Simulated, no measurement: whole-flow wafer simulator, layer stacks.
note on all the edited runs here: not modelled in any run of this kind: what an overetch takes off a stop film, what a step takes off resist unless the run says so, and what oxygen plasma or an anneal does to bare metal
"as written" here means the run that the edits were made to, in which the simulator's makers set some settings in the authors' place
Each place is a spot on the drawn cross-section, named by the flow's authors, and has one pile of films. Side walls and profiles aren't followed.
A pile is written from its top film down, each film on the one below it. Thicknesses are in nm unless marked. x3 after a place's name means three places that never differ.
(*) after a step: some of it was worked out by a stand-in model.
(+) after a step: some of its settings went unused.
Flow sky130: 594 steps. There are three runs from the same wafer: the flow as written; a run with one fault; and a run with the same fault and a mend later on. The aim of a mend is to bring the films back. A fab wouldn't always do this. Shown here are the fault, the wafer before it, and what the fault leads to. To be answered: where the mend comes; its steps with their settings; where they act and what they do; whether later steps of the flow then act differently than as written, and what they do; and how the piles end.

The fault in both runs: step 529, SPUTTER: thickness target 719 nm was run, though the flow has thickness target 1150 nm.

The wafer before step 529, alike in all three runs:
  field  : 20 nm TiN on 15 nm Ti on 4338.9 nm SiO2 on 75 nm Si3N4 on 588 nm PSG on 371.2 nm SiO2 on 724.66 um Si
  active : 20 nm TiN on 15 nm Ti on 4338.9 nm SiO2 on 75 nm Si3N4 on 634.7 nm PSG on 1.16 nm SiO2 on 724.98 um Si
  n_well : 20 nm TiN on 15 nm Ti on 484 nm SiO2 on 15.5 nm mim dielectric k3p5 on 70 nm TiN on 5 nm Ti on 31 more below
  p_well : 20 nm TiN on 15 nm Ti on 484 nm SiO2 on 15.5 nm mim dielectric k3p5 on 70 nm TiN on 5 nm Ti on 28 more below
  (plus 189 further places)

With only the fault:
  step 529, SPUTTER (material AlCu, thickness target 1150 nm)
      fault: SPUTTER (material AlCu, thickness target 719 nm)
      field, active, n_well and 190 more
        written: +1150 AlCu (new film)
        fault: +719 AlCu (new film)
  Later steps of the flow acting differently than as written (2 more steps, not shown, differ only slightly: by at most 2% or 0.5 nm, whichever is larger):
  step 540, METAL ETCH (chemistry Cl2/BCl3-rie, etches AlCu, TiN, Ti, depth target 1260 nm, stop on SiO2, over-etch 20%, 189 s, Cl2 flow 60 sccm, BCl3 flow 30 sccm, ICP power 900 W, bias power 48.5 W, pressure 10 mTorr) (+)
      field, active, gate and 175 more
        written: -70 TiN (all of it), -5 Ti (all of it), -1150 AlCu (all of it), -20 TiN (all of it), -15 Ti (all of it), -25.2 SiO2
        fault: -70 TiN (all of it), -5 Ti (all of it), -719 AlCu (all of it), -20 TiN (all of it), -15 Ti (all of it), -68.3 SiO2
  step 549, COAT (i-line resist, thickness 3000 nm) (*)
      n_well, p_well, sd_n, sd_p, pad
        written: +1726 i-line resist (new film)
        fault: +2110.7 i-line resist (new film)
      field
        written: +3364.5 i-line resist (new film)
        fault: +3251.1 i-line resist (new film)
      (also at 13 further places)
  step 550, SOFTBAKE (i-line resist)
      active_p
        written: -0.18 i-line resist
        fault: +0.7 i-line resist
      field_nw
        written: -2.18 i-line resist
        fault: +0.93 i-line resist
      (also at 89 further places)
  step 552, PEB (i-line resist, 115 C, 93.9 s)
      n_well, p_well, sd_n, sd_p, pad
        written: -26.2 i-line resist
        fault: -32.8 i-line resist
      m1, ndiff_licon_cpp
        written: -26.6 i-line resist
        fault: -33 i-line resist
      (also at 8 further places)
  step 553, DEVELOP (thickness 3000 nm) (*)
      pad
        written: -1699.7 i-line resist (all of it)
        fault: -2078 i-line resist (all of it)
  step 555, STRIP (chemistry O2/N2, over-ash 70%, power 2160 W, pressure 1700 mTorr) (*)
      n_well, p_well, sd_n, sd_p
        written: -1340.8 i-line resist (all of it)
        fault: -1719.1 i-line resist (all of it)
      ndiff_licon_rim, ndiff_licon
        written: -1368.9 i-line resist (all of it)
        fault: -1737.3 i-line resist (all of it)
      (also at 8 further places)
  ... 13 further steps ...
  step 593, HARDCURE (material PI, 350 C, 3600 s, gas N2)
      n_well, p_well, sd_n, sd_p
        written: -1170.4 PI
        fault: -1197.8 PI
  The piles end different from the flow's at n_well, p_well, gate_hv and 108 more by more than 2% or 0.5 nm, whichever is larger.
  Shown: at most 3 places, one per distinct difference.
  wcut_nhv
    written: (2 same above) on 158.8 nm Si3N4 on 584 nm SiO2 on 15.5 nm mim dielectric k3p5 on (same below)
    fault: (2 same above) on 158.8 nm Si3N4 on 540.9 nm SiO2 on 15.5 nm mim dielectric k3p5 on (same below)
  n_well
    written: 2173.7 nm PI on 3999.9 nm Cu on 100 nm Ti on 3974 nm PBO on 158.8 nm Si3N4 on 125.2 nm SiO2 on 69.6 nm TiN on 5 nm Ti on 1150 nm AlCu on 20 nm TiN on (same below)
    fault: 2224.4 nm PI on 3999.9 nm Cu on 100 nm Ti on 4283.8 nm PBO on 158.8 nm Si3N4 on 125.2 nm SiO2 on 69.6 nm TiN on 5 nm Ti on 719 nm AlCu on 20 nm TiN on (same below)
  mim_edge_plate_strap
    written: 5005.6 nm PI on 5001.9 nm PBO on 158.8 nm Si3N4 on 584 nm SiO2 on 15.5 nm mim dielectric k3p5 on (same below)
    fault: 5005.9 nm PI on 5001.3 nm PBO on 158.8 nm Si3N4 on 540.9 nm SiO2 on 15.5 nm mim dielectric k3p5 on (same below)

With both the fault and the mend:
  The mend follows step 529.
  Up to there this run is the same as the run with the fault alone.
  step 529a, SPUTTER (material AlCu, thickness target 431 nm) (a further turn of the flow's step 529, with different settings)
      field, active, n_well and 190 more
        +431 AlCu
  Later steps of the flow that are run all act as written at every place that is followed.
  At every place that both follow, the piles at the end match the flow's.
